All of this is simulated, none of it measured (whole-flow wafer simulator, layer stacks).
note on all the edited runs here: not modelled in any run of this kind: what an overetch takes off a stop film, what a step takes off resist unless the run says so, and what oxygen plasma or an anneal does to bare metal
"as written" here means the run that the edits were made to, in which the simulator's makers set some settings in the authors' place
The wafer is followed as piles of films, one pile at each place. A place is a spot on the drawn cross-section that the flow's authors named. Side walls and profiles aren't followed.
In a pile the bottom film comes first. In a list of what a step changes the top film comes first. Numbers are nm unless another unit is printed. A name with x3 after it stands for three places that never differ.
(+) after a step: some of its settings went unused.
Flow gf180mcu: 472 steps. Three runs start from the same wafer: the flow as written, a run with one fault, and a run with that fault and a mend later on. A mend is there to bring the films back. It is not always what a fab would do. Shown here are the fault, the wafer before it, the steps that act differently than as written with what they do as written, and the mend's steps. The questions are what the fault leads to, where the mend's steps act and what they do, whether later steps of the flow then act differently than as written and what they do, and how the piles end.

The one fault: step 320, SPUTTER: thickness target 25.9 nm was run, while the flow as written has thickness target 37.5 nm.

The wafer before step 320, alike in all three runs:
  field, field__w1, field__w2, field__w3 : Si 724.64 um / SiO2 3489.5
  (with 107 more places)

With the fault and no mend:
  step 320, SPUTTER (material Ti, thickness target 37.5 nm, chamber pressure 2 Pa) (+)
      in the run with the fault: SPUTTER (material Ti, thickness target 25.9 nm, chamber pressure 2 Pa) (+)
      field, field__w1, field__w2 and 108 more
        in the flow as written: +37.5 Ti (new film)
        in the run with the fault: +25.9 Ti (new film)
  Steps further on in the flow that do not act as written:
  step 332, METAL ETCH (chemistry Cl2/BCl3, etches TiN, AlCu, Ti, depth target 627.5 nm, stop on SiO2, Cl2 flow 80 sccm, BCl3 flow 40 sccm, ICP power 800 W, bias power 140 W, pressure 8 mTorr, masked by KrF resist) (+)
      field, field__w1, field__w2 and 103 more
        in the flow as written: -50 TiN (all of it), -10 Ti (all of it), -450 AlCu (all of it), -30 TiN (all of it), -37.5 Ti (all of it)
        in the run with the fault: -50 TiN (all of it), -10 Ti (all of it), -450 AlCu (all of it), -30 TiN (all of it), -25.9 Ti (all of it)
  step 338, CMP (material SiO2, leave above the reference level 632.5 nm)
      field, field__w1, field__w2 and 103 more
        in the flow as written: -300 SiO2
        in the run with the fault: -311.6 SiO2
  The piles end different from the flow's at field__w8, contact, m1, m1__w1, m1_nw by more than 2% or 0.5 nm, whichever is larger.
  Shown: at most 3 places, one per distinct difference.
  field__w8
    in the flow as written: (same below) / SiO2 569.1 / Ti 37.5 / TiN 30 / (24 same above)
    in the run with the fault: (same below) / SiO2 569.1 / Ti 25.9 / TiN 30 / (24 same above)
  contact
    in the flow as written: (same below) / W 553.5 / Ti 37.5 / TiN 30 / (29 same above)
    in the run with the fault: (same below) / W 553.5 / Ti 25.9 / TiN 30 / (29 same above)

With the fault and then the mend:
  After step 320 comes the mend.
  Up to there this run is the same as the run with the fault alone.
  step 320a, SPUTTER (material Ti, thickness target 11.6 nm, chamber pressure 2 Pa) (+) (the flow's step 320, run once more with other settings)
      field, field__w1, field__w2 and 108 more
        +11.6 Ti
  None of the later steps of the flow acts differently than as written at any place that is followed.
  At every place that both follow, the piles at the end match the flow's.
